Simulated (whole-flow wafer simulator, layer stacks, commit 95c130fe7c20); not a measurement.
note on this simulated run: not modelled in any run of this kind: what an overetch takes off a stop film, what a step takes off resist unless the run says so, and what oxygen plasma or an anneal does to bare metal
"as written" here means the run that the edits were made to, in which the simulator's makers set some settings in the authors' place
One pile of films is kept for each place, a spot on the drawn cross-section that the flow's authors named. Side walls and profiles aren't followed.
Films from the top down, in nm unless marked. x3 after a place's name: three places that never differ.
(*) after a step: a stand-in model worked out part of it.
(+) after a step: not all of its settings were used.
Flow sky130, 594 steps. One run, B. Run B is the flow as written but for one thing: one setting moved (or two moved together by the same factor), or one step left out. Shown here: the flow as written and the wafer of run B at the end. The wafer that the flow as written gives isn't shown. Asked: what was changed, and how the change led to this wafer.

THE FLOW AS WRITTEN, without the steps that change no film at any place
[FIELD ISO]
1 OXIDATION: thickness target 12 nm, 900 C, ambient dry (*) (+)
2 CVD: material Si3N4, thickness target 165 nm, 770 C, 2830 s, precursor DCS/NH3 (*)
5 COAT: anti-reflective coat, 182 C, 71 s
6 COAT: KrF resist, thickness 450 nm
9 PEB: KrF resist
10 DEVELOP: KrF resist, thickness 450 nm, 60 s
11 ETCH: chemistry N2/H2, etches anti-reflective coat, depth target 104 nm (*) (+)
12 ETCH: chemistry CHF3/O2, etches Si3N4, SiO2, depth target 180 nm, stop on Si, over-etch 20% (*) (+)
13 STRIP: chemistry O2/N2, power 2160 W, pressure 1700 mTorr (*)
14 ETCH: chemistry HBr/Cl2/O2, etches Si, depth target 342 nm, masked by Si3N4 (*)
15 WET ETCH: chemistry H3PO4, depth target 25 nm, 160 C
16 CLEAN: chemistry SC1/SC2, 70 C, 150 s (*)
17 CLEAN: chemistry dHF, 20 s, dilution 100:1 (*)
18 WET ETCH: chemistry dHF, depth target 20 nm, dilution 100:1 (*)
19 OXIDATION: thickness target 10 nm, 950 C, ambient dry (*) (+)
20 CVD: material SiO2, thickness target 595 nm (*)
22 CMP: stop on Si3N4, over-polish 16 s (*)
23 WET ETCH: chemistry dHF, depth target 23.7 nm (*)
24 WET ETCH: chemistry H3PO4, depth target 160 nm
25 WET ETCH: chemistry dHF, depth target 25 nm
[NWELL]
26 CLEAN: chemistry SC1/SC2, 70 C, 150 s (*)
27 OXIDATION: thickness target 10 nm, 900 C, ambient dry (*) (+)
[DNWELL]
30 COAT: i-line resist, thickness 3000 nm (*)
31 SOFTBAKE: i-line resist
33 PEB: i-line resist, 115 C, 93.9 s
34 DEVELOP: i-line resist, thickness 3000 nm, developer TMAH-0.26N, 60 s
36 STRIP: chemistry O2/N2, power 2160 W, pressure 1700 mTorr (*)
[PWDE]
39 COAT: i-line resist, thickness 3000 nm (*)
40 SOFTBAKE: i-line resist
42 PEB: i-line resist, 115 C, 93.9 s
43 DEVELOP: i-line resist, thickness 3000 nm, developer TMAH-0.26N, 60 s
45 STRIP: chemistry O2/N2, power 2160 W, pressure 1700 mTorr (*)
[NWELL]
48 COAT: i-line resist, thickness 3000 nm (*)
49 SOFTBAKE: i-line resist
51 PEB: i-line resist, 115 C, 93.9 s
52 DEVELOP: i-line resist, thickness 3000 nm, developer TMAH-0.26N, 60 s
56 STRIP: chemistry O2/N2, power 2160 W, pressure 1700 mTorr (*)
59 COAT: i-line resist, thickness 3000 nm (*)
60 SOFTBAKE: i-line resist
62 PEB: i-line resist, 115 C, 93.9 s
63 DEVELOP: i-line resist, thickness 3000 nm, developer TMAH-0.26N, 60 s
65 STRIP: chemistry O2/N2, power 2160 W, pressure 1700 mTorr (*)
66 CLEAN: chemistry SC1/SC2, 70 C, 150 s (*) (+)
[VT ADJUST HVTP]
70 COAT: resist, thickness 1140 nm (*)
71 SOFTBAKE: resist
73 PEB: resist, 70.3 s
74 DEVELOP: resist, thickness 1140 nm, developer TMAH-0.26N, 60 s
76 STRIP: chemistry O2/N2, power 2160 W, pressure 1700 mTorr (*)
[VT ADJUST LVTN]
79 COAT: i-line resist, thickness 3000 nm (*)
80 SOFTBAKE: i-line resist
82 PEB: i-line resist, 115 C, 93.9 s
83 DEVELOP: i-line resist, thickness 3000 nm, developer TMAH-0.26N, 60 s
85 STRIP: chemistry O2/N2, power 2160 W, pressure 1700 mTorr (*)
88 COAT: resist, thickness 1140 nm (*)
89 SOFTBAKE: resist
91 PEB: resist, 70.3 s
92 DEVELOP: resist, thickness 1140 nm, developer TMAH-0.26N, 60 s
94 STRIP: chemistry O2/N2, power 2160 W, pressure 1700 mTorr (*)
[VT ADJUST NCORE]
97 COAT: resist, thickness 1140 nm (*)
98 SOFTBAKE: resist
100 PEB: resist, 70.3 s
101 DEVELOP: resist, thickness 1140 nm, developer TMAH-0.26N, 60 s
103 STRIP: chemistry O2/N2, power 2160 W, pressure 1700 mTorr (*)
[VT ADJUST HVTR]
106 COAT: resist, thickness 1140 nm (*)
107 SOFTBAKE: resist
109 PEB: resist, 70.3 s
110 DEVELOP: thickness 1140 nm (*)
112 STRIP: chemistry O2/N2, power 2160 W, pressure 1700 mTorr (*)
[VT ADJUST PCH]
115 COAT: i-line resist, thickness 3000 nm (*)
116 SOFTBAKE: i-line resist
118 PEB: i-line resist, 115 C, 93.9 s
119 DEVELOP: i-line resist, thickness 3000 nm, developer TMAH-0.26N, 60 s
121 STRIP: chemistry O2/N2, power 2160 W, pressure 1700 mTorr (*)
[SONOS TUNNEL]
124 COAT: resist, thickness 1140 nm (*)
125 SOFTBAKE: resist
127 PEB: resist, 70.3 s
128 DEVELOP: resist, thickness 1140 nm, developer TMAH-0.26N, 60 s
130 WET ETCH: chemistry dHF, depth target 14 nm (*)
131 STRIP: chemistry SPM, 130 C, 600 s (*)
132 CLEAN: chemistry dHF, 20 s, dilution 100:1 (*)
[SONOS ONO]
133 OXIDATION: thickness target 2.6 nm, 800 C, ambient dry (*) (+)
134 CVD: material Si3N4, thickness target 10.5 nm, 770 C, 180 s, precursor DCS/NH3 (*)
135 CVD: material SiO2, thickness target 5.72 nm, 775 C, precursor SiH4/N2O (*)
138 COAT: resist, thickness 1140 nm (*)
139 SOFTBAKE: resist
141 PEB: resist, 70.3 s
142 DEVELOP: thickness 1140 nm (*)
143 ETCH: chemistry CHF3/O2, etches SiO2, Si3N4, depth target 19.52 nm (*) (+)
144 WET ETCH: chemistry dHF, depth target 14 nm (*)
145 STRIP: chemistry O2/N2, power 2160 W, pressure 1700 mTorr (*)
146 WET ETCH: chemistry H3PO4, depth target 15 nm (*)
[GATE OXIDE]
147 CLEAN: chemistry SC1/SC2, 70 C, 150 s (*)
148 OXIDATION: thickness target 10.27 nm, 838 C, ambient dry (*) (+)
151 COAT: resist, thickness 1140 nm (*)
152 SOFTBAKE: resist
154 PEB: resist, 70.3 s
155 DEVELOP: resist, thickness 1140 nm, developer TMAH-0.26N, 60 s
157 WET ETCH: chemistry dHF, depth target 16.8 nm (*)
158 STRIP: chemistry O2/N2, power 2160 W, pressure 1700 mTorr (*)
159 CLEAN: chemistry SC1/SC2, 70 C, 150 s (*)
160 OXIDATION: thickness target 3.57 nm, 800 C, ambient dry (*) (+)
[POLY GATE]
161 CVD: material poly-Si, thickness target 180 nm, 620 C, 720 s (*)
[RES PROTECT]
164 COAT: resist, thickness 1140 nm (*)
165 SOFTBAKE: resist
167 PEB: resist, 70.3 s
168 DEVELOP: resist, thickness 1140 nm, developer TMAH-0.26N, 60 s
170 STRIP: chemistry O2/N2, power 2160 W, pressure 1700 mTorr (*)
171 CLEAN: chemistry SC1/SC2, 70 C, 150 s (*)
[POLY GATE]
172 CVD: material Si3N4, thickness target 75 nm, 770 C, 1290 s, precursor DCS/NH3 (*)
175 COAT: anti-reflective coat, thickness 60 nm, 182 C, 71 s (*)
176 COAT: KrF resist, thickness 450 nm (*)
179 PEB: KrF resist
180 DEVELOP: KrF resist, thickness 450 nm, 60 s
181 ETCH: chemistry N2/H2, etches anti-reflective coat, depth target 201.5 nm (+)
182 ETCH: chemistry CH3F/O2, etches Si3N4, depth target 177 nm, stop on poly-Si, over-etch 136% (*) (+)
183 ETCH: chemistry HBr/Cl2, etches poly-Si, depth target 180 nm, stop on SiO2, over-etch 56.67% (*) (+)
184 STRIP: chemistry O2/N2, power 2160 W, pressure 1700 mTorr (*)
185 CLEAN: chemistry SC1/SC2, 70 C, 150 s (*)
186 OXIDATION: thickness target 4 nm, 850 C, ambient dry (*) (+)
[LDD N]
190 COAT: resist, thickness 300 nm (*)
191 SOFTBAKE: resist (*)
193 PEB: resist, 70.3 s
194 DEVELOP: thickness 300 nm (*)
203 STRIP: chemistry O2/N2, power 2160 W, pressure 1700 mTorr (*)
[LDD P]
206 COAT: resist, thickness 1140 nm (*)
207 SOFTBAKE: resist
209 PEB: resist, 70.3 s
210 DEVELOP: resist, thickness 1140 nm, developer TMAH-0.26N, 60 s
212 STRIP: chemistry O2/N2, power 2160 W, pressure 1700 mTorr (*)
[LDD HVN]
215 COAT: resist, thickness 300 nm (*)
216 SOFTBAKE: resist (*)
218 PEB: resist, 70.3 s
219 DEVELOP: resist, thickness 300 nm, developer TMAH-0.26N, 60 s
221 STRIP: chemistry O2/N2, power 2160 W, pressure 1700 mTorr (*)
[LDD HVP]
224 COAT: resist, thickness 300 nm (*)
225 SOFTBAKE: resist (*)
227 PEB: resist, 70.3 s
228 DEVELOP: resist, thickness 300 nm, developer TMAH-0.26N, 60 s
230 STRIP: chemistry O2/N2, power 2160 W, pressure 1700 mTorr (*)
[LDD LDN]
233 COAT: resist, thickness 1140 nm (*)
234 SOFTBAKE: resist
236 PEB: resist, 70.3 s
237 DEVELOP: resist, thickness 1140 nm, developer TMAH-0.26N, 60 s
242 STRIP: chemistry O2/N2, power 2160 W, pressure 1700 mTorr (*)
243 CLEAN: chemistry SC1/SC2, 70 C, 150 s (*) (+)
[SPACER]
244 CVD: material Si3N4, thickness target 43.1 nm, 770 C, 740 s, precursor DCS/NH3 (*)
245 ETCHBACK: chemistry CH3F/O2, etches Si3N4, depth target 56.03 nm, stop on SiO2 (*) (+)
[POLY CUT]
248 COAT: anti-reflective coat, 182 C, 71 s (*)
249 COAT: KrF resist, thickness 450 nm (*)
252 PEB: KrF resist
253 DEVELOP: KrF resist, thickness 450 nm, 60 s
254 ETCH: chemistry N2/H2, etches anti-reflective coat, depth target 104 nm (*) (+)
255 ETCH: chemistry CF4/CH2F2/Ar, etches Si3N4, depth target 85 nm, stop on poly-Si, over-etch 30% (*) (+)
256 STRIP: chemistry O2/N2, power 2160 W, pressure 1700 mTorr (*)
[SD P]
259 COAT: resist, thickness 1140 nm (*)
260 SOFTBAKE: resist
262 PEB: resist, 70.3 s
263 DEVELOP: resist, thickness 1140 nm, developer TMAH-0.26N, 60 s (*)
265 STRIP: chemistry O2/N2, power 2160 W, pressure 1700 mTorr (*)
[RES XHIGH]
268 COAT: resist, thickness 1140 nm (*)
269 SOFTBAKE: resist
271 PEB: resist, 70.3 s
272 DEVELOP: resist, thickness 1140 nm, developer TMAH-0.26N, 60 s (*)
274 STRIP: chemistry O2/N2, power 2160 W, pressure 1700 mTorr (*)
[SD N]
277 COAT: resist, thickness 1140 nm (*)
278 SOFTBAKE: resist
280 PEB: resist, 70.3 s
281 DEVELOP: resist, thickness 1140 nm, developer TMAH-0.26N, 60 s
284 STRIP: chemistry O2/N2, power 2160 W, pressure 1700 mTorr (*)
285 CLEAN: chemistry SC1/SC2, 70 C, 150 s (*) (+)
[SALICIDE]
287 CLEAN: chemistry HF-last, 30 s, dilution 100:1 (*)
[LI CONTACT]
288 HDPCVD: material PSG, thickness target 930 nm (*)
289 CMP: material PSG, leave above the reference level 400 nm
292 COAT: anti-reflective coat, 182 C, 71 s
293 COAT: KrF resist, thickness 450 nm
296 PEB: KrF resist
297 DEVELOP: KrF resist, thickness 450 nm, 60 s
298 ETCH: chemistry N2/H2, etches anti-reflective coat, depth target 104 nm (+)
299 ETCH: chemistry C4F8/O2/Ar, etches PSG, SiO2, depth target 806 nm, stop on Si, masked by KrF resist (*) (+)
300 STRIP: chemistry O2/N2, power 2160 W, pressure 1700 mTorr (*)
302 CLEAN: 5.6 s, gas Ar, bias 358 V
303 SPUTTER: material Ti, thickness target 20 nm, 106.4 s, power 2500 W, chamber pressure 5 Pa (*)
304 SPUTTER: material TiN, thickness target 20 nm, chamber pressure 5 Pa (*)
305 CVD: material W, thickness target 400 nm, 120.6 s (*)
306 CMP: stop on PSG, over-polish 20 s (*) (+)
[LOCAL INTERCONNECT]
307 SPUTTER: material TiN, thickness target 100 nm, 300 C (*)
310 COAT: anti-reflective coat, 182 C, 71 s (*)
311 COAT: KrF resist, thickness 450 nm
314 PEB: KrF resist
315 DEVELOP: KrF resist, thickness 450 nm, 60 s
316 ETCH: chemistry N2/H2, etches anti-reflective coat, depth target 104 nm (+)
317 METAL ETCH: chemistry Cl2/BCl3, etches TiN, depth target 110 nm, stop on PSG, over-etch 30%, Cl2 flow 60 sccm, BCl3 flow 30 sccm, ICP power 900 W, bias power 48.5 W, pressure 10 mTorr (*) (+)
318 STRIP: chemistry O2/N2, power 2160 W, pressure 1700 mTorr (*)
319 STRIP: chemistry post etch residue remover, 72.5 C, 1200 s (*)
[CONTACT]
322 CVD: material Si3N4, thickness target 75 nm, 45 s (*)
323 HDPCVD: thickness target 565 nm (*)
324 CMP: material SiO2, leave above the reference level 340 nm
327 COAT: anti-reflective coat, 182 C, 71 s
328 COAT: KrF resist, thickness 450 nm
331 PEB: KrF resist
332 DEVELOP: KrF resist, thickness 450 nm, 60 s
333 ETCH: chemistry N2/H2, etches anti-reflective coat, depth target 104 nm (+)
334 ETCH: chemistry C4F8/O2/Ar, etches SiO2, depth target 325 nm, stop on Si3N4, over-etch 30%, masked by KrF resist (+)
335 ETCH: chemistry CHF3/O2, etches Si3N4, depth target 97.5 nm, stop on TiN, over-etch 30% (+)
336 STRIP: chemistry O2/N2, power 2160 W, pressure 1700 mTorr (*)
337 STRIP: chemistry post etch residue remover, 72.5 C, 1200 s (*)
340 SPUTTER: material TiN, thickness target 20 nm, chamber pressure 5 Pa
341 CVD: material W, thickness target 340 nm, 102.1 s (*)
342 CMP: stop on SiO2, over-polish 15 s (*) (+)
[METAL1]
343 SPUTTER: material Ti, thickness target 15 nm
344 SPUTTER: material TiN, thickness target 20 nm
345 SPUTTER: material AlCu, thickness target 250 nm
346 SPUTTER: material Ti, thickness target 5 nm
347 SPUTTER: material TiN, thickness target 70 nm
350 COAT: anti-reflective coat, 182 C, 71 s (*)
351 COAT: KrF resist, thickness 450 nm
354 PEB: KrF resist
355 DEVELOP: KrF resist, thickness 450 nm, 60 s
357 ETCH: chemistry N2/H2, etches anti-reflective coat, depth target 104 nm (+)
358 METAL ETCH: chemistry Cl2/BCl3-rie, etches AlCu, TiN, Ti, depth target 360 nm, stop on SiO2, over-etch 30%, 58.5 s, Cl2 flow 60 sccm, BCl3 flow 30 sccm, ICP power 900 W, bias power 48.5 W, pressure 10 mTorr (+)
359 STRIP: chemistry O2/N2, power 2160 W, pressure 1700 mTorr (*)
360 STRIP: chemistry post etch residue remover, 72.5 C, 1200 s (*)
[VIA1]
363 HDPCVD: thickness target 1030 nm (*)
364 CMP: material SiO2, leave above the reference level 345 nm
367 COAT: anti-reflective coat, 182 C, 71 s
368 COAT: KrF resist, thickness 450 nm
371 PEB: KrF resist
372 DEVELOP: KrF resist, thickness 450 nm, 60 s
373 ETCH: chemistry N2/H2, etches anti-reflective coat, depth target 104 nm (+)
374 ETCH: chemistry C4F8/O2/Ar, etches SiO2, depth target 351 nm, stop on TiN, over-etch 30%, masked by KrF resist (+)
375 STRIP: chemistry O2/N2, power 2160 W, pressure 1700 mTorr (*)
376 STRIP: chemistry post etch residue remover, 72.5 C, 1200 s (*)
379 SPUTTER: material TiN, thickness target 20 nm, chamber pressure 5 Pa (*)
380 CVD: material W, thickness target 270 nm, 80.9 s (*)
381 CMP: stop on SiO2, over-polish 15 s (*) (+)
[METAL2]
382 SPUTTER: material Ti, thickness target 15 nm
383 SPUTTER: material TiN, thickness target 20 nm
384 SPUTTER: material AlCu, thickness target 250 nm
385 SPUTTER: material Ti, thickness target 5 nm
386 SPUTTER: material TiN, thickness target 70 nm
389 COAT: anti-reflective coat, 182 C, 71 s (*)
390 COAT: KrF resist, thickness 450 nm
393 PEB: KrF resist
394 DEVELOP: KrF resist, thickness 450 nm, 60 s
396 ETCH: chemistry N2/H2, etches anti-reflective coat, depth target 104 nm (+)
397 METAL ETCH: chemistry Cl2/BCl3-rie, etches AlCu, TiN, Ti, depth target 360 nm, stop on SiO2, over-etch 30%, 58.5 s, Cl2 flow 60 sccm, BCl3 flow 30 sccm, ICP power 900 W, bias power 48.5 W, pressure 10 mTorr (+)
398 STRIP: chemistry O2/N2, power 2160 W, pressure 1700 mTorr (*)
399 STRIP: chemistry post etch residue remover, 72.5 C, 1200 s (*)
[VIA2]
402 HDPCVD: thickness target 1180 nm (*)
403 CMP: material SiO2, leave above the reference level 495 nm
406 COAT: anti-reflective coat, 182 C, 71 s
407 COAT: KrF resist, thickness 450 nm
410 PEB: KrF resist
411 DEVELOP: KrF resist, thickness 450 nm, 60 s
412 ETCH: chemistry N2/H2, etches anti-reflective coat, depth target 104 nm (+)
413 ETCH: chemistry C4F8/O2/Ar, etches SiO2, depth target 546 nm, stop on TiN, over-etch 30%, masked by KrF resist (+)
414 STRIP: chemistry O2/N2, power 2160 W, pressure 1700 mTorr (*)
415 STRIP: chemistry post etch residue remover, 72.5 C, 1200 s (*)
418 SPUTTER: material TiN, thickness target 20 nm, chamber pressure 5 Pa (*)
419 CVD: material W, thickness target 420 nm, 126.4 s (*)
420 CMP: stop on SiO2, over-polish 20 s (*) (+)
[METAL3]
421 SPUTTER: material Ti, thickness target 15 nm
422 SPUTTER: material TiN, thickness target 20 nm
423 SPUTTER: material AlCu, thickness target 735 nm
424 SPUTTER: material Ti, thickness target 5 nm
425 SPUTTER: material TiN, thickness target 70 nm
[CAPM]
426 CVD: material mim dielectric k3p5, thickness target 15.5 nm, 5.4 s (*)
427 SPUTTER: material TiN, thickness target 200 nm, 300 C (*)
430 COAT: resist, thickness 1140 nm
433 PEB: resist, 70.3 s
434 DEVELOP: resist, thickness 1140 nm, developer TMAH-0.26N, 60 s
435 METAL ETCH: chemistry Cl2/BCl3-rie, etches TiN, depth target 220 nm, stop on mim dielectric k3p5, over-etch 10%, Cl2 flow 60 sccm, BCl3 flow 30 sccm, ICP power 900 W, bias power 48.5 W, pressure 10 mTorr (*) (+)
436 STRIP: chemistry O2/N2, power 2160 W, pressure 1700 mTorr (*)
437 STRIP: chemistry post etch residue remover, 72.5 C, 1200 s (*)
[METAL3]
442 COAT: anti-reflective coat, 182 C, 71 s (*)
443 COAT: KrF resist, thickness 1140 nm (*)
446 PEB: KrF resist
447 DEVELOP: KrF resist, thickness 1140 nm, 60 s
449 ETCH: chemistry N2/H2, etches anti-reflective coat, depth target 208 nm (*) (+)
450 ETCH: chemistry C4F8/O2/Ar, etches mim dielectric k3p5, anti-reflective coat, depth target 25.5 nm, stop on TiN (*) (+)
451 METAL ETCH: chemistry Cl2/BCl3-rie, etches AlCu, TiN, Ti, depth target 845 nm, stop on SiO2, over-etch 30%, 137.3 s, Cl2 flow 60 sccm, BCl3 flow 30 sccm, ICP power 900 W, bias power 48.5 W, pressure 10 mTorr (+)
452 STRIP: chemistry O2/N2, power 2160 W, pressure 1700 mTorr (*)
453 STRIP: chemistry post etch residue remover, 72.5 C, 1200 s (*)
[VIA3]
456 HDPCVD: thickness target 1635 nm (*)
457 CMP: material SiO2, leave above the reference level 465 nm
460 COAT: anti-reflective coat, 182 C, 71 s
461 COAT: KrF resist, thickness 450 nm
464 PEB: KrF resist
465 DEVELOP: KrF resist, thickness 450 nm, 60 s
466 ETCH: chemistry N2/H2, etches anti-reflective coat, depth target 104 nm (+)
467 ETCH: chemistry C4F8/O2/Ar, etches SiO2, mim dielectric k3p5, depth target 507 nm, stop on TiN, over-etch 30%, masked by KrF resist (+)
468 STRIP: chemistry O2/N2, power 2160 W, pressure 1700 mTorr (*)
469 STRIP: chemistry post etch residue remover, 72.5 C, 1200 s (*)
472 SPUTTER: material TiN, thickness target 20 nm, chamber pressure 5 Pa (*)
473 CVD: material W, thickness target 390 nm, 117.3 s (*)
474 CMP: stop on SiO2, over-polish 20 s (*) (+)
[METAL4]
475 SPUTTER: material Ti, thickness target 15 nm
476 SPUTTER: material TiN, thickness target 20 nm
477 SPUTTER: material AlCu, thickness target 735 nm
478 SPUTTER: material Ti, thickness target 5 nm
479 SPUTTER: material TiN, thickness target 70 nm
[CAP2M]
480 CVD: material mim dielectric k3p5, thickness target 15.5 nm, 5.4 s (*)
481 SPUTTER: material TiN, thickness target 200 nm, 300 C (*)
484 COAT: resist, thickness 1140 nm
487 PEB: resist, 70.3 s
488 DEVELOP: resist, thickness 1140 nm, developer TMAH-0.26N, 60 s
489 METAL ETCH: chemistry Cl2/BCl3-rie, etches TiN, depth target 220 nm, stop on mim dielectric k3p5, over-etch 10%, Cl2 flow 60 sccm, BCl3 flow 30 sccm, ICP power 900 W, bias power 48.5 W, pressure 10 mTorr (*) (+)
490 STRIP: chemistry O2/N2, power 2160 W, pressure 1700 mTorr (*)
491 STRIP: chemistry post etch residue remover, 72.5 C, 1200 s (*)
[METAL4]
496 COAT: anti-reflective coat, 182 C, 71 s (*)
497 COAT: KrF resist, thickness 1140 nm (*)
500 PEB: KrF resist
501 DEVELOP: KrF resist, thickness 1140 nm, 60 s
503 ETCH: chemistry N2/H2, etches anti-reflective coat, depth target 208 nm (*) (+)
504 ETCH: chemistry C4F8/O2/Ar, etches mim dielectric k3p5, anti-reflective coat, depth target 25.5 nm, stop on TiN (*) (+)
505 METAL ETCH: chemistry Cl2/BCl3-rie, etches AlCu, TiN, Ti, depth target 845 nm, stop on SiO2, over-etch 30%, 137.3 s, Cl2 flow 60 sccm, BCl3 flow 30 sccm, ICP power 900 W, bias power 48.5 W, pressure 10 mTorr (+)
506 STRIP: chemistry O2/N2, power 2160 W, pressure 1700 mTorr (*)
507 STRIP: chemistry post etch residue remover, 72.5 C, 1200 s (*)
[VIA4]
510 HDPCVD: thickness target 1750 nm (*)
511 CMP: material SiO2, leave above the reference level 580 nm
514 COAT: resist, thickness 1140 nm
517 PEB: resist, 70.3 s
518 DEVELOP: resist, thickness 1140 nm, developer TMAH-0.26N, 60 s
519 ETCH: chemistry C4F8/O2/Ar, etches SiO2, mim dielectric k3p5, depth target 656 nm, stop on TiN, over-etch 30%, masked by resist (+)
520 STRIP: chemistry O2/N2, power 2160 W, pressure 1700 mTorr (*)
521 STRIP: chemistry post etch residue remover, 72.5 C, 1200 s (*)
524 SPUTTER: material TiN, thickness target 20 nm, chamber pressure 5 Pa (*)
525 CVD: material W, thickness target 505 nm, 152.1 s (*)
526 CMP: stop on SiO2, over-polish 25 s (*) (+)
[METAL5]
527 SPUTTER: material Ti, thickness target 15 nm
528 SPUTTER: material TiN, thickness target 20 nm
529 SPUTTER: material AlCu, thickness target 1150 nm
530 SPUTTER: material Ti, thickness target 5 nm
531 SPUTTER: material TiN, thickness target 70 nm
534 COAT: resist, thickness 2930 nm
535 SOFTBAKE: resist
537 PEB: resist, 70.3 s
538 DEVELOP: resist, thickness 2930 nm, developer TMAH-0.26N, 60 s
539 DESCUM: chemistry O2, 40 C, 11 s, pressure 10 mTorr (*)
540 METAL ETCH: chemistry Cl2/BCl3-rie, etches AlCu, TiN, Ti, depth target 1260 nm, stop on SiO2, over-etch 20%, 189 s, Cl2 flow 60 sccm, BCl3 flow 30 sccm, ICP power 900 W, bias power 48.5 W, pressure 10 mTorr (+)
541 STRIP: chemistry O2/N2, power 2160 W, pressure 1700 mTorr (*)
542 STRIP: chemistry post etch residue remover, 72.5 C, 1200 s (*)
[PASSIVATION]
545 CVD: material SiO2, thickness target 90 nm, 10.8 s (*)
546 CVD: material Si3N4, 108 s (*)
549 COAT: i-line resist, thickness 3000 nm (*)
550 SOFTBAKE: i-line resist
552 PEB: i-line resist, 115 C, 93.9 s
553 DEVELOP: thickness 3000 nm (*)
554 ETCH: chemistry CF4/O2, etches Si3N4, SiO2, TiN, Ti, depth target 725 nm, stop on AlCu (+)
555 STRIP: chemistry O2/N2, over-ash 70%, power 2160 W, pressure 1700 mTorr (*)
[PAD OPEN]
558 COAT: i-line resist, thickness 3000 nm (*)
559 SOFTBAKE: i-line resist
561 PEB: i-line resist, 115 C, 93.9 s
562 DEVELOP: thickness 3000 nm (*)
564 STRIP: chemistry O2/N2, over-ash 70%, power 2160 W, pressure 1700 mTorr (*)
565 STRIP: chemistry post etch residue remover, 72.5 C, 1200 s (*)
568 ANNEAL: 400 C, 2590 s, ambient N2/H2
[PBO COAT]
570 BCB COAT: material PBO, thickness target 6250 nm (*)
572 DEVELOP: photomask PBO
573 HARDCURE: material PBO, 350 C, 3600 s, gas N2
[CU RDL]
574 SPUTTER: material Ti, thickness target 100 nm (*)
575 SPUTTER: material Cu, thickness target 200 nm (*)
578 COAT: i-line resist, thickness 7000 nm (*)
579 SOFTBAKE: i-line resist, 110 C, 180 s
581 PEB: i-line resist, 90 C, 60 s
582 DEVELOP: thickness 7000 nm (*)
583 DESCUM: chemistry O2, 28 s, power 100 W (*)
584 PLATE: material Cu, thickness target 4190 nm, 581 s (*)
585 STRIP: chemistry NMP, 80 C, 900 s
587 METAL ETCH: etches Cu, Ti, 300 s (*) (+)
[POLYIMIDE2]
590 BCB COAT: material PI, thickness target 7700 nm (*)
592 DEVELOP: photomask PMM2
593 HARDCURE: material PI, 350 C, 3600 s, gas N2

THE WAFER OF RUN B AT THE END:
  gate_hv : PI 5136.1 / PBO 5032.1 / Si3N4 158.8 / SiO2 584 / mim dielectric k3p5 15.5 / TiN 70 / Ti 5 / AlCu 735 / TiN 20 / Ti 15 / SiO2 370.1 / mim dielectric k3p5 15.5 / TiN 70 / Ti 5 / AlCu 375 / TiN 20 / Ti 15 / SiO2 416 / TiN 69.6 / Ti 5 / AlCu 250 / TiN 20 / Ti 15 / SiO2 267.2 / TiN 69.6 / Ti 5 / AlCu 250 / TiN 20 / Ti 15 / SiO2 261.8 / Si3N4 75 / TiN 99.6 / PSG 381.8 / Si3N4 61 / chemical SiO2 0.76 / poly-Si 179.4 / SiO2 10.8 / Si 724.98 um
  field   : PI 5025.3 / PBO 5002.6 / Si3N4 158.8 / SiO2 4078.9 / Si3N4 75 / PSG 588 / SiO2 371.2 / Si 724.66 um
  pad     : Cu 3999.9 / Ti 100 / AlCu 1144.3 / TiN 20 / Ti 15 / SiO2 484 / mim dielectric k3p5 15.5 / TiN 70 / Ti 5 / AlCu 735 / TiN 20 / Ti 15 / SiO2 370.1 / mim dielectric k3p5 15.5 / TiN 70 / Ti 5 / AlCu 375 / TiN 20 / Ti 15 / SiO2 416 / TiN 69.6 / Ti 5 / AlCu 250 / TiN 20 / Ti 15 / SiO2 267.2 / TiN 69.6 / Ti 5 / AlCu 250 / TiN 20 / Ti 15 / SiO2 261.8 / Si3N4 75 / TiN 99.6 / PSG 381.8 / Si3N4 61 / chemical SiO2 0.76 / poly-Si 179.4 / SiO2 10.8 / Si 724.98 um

The cause: step 423, SPUTTER: thickness target 375 nm was run, where the flow has thickness target 735 nm.
It can be read off the wafer: gate_hv has AlCu 375, and step 423 as written asks for 735 nm.

How the change led to this, step by step:
  423 SPUTTER: material AlCu, thickness target 735 nm
      field, active, n_well and 188 more: AlCu +375 (new film) (as written it would be: AlCu +735 (new film))
  451 METAL ETCH: chemistry Cl2/BCl3-rie, etches AlCu, TiN, Ti, depth target 845 nm, stop on SiO2, over-etch 30%, 137.3 s, Cl2 flow 60 sccm, BCl3 flow 30 sccm, ICP power 900 W, bias power 48.5 W, pressure 10 mTorr (+)
      field, gate, spacer and 68 more: TiN -70 (all of it), Ti -5 (all of it), AlCu -375 (all of it), TiN -20 (all of it), Ti -15 (all of it), SiO2 -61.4 (as written it would be: TiN -70 (all of it), Ti -5 (all of it), AlCu -735 (all of it), TiN -20 (all of it), Ti -15 (all of it), SiO2 -25.4)
      active, vpp_ln, vpp_iso2 and 11 more: TiN -70 (all of it), Ti -5 (all of it), AlCu -375 (all of it), TiN -20 (all of it), Ti -15 (all of it), SiO2 -61.3 (as written it would be: TiN -70 (all of it), Ti -5 (all of it), AlCu -735 (all of it), TiN -20 (all of it), Ti -15 (all of it), SiO2 -25.3)
  457 CMP: material SiO2, leave above the reference level 465 nm
      field, active, gate and 80 more: SiO2 -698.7 (as written it would be: SiO2 -374.7)
      poly_licon, rpo_hd_licon: SiO2 -698.6 (as written it would be: SiO2 -374.7)
